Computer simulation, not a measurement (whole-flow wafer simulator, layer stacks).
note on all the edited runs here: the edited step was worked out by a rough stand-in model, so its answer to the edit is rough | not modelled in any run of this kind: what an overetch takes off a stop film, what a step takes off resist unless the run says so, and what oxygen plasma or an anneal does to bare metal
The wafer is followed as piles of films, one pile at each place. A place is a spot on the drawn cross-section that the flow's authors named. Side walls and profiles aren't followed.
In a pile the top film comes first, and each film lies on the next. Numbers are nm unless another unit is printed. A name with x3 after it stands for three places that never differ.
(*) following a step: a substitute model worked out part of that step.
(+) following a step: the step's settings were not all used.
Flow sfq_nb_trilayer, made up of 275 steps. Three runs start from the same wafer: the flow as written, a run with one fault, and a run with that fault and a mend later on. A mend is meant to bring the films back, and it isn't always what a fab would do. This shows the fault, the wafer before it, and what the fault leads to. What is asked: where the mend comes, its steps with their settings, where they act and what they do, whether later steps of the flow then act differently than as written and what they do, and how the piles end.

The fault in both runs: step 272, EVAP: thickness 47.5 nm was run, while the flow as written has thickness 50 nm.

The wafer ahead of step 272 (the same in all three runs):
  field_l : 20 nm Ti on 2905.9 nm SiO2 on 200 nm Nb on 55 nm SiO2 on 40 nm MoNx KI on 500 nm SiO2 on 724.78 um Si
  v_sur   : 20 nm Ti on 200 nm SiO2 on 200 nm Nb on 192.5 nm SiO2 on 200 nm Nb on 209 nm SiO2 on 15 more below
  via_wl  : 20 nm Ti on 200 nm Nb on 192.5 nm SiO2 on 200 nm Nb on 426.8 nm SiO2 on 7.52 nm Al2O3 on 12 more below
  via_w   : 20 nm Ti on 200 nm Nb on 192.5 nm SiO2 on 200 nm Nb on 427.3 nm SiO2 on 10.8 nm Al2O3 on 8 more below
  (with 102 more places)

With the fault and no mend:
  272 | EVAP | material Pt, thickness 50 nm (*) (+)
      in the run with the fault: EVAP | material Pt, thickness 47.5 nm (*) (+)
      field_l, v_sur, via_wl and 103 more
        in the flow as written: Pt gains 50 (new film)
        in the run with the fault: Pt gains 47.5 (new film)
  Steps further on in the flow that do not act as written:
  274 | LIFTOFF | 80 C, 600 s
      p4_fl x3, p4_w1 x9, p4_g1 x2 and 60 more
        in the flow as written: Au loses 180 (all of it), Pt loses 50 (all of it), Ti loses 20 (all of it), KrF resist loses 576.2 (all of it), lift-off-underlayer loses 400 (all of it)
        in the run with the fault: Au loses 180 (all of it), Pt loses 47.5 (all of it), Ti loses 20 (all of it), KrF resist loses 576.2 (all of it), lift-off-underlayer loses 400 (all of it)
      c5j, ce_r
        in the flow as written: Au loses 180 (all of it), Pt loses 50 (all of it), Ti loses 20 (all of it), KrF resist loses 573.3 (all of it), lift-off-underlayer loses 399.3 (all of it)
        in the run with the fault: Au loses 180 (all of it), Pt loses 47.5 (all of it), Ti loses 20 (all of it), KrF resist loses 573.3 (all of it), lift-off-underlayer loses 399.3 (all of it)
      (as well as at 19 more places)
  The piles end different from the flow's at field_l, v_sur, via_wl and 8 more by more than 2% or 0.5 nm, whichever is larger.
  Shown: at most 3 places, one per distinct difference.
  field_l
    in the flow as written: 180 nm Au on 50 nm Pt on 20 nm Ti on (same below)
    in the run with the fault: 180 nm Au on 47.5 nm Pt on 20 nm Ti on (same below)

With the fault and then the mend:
  The mend follows step 272.
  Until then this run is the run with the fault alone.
  272a | EVAP | material Pt, thickness 2.5 nm (*) (+) (the flow's step 272 again, with other settings)
      field_l, v_sur, via_wl and 103 more
        Pt gains 2.5
  Later steps of the flow that are run all act as written at every place that is followed.
  At every place that both follow, the piles at the end match the flow's.
